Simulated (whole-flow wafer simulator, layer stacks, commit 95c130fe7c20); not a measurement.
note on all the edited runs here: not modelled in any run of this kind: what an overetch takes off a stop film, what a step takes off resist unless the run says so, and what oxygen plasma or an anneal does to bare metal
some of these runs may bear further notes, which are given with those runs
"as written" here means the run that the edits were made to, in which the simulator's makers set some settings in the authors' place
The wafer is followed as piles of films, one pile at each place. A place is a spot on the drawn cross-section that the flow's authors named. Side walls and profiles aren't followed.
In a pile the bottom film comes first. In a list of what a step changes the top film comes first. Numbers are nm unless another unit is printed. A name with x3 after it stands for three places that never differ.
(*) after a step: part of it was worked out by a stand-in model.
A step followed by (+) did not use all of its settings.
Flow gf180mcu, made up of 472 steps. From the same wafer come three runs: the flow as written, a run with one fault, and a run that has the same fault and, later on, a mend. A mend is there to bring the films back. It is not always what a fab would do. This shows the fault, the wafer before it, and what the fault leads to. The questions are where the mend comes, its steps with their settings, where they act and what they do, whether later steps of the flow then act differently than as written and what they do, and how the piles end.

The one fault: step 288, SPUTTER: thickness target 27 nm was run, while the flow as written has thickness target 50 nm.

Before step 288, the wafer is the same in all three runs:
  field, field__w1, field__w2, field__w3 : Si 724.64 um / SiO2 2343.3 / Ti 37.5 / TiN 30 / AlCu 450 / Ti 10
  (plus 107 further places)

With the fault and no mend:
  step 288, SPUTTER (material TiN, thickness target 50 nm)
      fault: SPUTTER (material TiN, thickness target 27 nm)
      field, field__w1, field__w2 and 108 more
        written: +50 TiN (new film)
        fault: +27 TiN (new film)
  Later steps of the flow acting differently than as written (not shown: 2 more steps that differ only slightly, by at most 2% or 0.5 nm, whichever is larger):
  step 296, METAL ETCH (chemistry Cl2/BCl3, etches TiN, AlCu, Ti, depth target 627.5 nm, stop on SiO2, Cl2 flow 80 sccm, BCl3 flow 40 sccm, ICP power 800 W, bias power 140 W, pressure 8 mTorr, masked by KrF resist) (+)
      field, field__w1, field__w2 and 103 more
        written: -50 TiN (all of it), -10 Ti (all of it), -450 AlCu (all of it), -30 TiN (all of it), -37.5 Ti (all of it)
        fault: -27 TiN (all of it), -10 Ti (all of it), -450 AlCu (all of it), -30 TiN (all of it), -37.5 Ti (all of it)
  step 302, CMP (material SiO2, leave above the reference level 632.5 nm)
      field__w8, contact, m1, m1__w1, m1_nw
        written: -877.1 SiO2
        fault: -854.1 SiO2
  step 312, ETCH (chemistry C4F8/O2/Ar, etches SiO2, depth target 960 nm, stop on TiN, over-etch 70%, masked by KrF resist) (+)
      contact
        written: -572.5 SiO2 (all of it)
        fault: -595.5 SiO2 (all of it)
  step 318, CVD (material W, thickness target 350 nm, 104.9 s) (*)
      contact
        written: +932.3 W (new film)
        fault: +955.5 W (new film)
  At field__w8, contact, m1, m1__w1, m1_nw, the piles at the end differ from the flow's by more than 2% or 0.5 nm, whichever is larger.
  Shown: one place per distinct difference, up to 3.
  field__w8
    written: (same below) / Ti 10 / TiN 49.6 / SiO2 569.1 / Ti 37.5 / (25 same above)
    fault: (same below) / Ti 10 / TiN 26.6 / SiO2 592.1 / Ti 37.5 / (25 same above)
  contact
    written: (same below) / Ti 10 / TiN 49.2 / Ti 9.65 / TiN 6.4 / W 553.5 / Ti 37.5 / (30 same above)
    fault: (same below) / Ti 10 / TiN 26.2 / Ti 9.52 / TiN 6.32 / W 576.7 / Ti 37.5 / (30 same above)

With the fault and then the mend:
  The mend stands after step 295.
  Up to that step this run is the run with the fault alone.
  step 295a, STRIP (chemistry O2/N2, power 2160 W, pressure 1700 mTorr) (*)
      field__w8, contact, m1, m1__w1, m1_nw
        -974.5 KrF resist (all of it)
  step 295b, SPUTTER (material TiN, thickness target 23 nm) (the flow's step 288, run once more with other settings)
      field, field__w1, field__w2 and 108 more
        +23 TiN
  step 295c, HMDS (120 C, 60 s) (the flow's step 290, run once more)
      leaves every film unchanged at each place that is followed
  step 295d, COAT (KrF resist, thickness 1000 nm) (the flow's step 291, run once more)
      field, field__w1, field__w2 and 108 more
        +1000 KrF resist (new film)
  step 295e, SOFTBAKE (KrF resist) (the flow's step 292, run once more)
      leaves every film unchanged at each place that is followed
  step 295f, EXPOSE (photomask Metal2) (the flow's step 293, run once more)
      leaves every film unchanged at each place that is followed
  step 295g, PEB (KrF resist, 135 C, 90 s) (the flow's step 294, run once more)
      field, field__w1, field__w2 and 108 more
        -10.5 KrF resist
  step 295h, DEVELOP (thickness 1000 nm, 60 s) (the flow's step 295, run once more)
      field, field__w1, field__w2 and 103 more
        -989.5 KrF resist (all of it)
      field__w8, contact, m1, m1__w1, m1_nw
        -14.9 KrF resist
  Every later step of the flow that is run acts as written at every place that is followed.
  By the end, the piles equal the flow's at every place that both follow.
